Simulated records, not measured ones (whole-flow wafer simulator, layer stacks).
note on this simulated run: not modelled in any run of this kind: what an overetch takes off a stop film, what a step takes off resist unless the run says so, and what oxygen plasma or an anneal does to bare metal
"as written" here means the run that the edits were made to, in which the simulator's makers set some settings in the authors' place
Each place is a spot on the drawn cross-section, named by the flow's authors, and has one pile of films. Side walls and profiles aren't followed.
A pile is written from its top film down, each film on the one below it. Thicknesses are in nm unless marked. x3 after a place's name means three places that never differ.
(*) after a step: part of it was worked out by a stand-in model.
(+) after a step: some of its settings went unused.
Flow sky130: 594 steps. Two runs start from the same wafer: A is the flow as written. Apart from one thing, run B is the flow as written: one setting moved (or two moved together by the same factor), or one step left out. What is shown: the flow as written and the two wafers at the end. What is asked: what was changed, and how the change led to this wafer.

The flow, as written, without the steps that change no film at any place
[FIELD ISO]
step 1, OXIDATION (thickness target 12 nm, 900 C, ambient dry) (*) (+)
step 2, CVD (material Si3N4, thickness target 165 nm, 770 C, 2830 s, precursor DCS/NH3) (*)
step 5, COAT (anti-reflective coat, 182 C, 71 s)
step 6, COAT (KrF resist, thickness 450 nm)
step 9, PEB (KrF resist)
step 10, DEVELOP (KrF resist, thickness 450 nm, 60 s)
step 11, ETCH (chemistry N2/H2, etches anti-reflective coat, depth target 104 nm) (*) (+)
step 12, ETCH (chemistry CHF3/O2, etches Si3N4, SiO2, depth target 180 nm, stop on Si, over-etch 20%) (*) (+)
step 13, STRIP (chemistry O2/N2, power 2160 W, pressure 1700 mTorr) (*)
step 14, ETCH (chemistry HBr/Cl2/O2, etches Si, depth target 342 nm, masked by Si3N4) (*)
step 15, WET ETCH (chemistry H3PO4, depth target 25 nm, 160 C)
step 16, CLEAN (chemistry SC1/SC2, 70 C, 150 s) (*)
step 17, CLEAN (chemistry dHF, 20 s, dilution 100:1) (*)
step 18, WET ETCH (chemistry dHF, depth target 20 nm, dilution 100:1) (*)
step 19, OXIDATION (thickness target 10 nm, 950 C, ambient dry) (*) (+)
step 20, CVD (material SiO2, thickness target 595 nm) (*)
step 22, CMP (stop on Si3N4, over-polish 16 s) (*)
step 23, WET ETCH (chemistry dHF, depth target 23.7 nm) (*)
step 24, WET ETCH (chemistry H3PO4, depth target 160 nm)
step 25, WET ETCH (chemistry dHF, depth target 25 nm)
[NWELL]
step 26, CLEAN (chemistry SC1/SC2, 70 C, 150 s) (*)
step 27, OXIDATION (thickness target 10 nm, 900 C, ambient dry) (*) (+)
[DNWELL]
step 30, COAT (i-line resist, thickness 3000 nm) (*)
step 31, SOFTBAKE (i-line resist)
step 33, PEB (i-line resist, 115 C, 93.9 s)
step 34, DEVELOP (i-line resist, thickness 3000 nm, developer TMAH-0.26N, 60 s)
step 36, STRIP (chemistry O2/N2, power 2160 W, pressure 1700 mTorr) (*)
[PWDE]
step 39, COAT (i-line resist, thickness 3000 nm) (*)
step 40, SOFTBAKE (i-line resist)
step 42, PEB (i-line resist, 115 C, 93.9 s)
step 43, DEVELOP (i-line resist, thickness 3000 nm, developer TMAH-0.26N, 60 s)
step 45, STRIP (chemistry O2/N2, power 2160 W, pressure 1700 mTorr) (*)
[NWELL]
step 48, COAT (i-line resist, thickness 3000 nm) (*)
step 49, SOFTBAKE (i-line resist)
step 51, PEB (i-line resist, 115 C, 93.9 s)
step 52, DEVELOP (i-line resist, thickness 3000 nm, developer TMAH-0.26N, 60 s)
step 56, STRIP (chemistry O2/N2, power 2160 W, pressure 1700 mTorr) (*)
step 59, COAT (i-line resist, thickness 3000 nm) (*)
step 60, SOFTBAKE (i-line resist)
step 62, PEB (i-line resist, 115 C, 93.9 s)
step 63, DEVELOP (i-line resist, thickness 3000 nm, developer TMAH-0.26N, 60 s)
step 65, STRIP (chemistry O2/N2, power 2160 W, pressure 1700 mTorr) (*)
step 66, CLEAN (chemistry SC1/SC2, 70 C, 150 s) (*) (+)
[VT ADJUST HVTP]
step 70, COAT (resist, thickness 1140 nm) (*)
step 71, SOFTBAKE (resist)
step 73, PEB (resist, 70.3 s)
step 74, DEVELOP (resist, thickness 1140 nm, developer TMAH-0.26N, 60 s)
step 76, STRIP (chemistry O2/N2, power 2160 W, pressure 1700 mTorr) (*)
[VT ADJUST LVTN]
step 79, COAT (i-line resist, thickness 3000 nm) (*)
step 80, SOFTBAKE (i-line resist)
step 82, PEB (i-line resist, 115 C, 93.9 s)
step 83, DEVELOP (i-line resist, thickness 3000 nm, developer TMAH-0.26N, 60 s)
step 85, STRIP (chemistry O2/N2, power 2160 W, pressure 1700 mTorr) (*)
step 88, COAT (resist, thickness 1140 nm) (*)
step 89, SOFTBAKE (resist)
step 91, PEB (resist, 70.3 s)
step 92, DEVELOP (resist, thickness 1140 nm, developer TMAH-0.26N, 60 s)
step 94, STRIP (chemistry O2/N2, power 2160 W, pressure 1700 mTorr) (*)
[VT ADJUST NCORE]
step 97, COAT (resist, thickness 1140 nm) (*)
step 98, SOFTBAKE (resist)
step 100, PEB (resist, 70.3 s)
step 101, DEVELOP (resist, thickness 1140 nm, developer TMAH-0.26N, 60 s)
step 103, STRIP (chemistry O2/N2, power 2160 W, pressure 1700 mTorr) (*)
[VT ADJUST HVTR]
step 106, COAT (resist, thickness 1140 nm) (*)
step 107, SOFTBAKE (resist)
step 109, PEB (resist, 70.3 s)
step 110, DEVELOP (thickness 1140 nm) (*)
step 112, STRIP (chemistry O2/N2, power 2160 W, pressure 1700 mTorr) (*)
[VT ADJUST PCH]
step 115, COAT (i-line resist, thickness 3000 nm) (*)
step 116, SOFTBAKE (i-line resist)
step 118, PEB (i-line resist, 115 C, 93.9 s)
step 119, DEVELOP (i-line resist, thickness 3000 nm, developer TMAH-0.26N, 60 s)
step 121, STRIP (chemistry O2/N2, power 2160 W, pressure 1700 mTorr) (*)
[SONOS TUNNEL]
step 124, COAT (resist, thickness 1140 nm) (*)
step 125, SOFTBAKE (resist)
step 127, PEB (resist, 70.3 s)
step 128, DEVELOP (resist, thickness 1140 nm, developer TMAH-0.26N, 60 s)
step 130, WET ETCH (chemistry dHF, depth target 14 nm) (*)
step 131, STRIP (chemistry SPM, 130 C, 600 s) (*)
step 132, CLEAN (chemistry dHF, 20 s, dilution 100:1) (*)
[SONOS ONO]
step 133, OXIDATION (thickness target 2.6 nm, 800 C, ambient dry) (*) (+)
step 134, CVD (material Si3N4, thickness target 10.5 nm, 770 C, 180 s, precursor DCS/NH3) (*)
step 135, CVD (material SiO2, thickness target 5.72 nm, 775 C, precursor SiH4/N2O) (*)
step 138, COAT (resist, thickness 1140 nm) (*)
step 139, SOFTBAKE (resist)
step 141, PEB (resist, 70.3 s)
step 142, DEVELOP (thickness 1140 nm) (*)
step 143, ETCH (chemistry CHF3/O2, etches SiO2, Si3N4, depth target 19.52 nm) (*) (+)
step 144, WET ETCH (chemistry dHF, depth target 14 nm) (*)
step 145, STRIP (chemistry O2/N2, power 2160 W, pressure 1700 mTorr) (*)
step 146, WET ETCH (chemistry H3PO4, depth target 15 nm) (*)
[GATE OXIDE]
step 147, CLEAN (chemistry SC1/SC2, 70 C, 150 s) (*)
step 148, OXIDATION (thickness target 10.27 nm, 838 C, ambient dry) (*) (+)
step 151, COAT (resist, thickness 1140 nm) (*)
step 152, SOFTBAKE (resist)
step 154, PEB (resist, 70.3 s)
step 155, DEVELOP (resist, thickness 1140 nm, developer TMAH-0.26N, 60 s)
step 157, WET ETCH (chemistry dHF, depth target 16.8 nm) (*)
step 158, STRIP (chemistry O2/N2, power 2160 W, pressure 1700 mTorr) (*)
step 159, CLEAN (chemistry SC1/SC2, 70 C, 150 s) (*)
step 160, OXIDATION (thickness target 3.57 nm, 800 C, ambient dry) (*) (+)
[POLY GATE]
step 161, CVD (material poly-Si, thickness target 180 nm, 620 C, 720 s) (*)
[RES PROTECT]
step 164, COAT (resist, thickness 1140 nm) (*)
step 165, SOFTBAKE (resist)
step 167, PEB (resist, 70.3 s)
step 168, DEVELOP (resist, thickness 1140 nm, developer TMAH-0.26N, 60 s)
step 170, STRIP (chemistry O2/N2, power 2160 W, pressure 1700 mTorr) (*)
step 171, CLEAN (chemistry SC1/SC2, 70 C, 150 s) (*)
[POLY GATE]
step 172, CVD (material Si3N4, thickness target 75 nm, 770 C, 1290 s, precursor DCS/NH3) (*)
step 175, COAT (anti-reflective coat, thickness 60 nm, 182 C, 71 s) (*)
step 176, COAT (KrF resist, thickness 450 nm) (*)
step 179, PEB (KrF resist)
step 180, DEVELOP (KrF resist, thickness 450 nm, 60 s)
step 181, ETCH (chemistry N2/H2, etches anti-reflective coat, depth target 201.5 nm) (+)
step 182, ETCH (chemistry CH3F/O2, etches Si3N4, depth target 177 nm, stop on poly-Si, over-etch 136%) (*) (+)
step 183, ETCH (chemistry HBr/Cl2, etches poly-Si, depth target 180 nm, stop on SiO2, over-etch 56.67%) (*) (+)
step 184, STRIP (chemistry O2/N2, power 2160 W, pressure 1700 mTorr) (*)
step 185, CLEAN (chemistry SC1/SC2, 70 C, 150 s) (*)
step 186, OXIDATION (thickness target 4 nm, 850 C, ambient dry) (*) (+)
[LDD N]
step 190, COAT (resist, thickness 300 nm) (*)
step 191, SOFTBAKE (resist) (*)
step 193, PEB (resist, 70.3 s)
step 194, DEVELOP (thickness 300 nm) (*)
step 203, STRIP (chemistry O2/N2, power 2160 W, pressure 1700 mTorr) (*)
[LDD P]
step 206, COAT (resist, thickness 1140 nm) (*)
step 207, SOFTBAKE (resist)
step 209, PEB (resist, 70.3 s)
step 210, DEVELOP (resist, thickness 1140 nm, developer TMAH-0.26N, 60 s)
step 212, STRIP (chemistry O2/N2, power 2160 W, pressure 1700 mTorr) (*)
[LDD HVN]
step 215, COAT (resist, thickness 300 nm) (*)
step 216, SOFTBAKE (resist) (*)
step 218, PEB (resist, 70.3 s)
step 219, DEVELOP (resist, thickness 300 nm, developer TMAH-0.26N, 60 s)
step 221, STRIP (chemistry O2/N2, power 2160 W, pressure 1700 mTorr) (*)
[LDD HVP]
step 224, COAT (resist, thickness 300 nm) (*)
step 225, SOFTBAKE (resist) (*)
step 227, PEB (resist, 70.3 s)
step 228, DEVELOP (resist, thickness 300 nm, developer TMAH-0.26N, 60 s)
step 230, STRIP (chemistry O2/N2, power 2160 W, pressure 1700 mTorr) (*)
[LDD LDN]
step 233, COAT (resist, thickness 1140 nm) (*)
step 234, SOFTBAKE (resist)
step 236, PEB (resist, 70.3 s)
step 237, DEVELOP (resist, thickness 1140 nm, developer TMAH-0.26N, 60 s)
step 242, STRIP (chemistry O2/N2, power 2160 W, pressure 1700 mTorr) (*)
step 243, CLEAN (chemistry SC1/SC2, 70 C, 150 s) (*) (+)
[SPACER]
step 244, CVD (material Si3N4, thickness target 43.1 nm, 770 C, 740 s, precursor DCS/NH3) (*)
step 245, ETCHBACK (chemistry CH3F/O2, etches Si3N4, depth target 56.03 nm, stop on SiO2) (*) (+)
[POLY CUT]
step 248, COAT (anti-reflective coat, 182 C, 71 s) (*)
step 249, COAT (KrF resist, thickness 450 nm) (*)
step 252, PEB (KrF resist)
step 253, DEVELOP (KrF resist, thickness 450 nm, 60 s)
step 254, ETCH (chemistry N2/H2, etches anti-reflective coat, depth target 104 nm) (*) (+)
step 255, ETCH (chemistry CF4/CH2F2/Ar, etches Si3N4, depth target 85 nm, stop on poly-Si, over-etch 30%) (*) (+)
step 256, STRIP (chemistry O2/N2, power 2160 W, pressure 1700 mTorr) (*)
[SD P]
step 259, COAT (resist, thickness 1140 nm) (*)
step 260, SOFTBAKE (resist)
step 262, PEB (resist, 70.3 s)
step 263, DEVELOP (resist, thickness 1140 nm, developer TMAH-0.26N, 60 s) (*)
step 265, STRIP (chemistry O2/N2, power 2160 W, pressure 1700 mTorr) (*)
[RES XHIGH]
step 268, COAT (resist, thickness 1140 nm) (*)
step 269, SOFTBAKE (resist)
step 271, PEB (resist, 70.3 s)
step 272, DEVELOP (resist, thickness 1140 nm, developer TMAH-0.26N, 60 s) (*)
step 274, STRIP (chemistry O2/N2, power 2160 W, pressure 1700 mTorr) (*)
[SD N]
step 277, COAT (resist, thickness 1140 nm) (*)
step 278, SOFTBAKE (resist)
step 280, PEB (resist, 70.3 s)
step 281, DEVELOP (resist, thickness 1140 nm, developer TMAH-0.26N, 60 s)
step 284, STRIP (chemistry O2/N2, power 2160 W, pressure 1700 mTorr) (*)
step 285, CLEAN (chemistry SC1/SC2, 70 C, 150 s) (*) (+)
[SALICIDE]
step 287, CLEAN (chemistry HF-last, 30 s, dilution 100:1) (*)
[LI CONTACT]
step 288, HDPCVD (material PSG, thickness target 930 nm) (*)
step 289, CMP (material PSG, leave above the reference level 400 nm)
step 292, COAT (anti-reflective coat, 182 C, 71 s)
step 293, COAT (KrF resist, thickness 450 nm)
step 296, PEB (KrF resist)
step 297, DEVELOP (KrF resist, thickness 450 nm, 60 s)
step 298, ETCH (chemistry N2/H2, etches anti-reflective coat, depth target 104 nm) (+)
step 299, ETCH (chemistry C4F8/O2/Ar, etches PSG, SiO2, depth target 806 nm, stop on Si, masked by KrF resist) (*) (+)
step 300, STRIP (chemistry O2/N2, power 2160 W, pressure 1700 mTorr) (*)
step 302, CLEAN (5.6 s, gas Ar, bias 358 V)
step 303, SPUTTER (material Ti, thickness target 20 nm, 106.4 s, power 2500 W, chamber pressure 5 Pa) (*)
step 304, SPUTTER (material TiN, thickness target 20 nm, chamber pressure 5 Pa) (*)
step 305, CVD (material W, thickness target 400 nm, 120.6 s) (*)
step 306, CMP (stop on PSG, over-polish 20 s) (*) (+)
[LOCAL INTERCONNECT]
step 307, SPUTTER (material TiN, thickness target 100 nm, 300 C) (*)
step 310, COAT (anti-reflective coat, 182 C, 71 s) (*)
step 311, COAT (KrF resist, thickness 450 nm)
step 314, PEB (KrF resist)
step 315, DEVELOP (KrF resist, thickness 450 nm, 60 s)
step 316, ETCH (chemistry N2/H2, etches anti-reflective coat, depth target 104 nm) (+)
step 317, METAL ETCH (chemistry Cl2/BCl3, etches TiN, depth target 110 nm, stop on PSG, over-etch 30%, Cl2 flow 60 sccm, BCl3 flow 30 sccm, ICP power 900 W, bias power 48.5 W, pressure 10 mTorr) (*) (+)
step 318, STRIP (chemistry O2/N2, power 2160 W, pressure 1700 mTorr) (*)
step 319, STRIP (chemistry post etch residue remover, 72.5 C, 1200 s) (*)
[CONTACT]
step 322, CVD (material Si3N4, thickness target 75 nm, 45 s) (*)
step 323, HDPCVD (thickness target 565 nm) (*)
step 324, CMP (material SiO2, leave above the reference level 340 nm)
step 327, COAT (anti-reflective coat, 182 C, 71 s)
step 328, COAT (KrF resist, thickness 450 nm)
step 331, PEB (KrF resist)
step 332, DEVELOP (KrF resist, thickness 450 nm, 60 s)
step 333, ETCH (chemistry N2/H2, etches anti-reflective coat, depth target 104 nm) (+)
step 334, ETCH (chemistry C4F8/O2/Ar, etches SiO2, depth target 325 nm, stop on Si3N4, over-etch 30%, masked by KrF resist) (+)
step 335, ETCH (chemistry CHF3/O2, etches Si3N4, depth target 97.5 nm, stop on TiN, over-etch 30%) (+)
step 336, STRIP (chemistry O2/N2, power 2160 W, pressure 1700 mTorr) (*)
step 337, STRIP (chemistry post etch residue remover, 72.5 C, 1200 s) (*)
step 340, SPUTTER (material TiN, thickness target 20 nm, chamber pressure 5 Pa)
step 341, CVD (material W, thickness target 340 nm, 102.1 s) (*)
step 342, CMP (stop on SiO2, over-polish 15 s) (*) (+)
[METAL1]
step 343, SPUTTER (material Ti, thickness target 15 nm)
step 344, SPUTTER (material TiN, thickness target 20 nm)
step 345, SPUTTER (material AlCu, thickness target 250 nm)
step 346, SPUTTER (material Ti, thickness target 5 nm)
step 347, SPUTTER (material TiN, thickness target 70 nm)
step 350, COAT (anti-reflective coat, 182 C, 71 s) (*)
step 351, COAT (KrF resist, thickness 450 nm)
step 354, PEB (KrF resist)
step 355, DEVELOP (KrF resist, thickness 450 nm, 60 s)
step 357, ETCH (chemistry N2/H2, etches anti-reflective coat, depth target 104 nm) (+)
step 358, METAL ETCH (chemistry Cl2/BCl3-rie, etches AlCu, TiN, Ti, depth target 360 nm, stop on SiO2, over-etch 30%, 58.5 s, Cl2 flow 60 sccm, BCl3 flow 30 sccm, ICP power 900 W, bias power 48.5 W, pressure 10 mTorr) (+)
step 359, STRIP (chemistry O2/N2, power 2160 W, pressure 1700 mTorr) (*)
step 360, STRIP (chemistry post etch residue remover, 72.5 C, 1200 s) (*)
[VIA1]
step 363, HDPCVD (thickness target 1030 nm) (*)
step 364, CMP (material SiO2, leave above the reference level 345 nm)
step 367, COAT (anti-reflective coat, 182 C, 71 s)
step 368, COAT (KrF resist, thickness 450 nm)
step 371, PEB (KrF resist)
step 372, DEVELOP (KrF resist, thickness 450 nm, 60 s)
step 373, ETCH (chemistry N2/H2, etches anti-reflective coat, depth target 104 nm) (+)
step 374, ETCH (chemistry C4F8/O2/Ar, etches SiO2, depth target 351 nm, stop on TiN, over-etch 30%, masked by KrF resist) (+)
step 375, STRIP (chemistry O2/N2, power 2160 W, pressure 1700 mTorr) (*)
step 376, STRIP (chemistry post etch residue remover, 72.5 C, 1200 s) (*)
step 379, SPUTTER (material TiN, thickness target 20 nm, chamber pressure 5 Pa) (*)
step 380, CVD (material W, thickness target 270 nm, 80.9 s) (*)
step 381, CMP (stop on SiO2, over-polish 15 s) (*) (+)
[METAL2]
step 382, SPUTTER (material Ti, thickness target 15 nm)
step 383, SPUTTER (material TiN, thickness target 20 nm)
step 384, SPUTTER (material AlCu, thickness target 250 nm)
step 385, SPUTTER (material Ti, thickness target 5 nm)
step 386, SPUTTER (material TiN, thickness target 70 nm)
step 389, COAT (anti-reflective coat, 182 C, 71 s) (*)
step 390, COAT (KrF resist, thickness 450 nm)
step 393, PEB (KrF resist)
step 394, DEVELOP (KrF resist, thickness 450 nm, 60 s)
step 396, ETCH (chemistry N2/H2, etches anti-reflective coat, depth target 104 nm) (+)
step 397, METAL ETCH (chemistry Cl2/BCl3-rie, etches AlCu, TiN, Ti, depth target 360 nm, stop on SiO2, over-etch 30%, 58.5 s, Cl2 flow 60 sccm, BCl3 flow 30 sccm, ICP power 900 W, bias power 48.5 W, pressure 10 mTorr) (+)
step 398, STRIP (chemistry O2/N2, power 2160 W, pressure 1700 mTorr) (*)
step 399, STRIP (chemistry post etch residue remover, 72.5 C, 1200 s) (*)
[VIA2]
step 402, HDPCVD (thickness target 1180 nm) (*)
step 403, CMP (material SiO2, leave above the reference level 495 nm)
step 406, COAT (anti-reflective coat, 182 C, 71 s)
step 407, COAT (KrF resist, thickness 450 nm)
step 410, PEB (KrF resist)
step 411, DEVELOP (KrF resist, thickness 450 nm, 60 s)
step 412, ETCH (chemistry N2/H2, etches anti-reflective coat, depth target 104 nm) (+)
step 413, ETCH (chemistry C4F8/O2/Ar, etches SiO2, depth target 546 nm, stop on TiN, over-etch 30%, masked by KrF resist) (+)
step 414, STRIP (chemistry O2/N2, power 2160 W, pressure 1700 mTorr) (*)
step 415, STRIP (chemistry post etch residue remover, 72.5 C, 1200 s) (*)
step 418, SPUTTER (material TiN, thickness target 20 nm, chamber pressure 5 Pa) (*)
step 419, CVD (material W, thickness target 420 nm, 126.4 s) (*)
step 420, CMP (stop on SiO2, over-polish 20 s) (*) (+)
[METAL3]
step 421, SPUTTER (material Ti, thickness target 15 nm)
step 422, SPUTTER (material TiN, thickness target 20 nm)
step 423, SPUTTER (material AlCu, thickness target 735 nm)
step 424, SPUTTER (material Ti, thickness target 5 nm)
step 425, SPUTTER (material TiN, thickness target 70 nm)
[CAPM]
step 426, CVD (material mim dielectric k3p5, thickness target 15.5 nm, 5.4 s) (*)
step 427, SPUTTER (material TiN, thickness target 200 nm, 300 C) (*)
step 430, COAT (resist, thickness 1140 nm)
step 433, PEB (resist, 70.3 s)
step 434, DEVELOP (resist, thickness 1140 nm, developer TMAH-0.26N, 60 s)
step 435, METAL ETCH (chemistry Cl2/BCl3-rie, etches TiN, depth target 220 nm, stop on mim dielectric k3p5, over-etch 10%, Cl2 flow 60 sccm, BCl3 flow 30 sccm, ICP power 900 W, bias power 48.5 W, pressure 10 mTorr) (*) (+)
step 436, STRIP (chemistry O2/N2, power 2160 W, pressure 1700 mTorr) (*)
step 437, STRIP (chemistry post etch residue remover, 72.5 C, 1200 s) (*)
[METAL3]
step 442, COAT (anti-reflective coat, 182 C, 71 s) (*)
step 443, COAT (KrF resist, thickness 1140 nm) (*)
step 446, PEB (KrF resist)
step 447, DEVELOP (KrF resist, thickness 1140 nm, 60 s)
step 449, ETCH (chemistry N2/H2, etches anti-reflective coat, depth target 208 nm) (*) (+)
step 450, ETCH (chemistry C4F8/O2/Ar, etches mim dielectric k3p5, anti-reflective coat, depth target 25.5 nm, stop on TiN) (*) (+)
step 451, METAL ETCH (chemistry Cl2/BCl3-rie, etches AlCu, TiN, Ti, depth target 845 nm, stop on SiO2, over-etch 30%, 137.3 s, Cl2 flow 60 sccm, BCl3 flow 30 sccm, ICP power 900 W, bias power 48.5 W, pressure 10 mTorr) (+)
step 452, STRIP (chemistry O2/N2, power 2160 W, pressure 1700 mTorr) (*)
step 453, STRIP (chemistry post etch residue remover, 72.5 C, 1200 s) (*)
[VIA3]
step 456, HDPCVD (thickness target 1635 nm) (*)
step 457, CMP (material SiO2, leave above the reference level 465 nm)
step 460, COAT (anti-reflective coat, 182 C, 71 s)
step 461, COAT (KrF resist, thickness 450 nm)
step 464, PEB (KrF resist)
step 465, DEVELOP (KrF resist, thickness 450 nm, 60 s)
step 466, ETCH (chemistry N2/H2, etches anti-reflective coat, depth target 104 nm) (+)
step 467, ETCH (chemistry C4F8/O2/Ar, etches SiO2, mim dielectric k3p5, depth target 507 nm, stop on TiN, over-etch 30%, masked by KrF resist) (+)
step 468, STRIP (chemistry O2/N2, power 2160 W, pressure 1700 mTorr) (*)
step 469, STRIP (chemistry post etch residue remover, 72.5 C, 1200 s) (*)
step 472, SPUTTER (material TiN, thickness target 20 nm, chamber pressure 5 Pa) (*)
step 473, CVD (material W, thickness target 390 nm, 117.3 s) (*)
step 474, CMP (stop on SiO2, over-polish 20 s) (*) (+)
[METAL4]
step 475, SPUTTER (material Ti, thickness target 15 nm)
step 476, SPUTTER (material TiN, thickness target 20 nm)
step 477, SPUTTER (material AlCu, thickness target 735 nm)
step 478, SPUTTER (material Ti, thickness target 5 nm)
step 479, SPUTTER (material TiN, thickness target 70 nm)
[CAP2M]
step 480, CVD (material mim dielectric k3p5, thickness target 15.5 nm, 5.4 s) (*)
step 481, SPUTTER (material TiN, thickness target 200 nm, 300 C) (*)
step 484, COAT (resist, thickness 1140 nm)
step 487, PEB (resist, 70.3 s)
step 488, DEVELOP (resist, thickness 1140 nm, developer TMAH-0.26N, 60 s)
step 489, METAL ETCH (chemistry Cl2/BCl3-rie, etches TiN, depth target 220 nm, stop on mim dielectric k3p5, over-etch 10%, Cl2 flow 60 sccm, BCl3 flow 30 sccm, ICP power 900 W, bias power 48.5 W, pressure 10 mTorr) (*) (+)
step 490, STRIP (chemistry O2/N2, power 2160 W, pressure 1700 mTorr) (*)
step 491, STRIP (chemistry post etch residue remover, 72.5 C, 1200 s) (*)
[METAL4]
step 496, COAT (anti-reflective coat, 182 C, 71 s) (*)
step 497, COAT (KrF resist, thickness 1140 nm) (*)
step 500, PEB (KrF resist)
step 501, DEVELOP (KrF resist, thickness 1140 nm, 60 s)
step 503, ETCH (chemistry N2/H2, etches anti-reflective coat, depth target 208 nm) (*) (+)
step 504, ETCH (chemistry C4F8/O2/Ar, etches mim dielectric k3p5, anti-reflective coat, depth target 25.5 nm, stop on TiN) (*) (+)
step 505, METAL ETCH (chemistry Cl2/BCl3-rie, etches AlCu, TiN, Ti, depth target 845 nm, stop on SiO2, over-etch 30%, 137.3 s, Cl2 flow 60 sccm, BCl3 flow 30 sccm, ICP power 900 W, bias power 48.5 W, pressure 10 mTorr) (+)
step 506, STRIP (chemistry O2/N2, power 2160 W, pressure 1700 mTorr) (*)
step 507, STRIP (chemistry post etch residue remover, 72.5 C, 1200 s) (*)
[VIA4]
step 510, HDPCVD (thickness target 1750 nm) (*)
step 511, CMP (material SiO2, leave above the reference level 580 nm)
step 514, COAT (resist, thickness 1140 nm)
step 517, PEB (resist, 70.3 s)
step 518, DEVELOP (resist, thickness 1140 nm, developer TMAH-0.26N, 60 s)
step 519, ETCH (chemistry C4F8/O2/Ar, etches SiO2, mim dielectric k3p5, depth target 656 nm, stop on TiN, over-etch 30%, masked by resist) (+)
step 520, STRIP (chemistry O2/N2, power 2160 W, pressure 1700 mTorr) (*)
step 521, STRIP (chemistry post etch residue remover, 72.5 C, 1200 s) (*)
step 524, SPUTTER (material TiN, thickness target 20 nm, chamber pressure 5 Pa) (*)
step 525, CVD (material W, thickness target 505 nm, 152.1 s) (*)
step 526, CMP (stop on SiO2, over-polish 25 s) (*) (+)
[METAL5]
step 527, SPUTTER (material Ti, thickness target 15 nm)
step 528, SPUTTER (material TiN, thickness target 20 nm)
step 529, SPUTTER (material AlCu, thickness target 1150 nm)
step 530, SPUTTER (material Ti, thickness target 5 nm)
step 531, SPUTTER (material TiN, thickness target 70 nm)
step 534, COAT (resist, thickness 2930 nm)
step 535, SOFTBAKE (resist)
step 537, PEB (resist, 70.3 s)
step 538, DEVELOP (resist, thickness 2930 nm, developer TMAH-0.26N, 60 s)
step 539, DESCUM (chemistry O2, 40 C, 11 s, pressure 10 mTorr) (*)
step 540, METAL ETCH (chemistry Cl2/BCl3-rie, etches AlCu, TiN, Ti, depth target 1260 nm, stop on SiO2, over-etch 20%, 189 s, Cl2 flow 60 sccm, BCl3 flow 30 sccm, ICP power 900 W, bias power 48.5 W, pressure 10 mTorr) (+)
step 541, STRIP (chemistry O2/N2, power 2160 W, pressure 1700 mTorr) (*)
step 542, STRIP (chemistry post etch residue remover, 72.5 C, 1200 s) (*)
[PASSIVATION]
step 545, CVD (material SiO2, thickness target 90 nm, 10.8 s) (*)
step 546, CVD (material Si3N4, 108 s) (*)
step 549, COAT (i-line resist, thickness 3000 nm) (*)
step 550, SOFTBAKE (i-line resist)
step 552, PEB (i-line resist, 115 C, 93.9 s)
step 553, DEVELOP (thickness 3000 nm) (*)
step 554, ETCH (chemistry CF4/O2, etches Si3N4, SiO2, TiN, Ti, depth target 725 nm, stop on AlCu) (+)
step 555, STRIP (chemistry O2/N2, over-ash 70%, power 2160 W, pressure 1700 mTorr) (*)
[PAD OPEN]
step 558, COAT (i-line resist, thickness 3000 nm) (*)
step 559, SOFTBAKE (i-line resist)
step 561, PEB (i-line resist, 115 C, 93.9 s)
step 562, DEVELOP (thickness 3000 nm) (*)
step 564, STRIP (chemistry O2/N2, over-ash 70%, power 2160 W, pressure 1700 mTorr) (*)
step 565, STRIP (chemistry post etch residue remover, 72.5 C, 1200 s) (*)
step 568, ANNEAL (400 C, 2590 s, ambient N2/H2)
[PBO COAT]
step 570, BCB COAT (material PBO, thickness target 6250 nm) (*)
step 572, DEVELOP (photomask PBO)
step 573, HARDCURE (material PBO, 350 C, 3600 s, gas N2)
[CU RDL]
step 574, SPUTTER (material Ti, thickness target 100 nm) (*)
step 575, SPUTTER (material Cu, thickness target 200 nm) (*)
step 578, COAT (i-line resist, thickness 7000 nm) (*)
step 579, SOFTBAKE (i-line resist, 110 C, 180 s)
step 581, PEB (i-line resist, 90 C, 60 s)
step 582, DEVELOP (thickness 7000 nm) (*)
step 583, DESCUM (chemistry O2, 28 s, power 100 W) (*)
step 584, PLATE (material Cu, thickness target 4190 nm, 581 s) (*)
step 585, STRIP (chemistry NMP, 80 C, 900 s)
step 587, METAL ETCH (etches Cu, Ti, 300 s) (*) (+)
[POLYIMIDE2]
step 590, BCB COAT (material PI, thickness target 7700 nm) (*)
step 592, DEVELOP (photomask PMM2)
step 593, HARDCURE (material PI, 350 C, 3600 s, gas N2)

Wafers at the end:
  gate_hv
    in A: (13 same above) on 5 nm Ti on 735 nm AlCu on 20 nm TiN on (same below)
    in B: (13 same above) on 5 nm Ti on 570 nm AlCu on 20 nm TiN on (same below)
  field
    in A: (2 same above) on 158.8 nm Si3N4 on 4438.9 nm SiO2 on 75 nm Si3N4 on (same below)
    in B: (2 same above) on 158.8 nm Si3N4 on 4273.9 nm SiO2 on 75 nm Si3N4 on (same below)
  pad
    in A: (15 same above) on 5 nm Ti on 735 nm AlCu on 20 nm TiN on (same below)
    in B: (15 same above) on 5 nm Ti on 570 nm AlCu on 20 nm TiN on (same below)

The reason: step 423, SPUTTER: thickness target 570 nm was run, whereas the flow has thickness target 735 nm.
One can read it off the wafer: gate_hv has AlCu 570, and step 423 as written asks for 735 nm.

The path from the change to this, step by step:
  step 423, SPUTTER (material AlCu, thickness target 735 nm)
      field, active, n_well and 188 more: A +735 AlCu (new film) | B +570 AlCu (new film)
  step 451, METAL ETCH (chemistry Cl2/BCl3-rie, etches AlCu, TiN, Ti, depth target 845 nm, stop on SiO2, over-etch 30%, 137.3 s, Cl2 flow 60 sccm, BCl3 flow 30 sccm, ICP power 900 W, bias power 48.5 W, pressure 10 mTorr) (+)
      field, gate, spacer and 68 more: A -70 TiN (all of it), -5 Ti (all of it), -735 AlCu (all of it), -20 TiN (all of it), -15 Ti (all of it), -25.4 SiO2 | B -70 TiN (all of it), -5 Ti (all of it), -570 AlCu (all of it), -20 TiN (all of it), -15 Ti (all of it), -41.9 SiO2
      active, vpp_ln, vpp_iso2 and 11 more: A -70 TiN (all of it), -5 Ti (all of it), -735 AlCu (all of it), -20 TiN (all of it), -15 Ti (all of it), -25.3 SiO2 | B -70 TiN (all of it), -5 Ti (all of it), -570 AlCu (all of it), -20 TiN (all of it), -15 Ti (all of it), -41.8 SiO2
  step 457, CMP (material SiO2, leave above the reference level 465 nm)
      field, active, gate and 82 more: A -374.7 SiO2 | B -523.2 SiO2
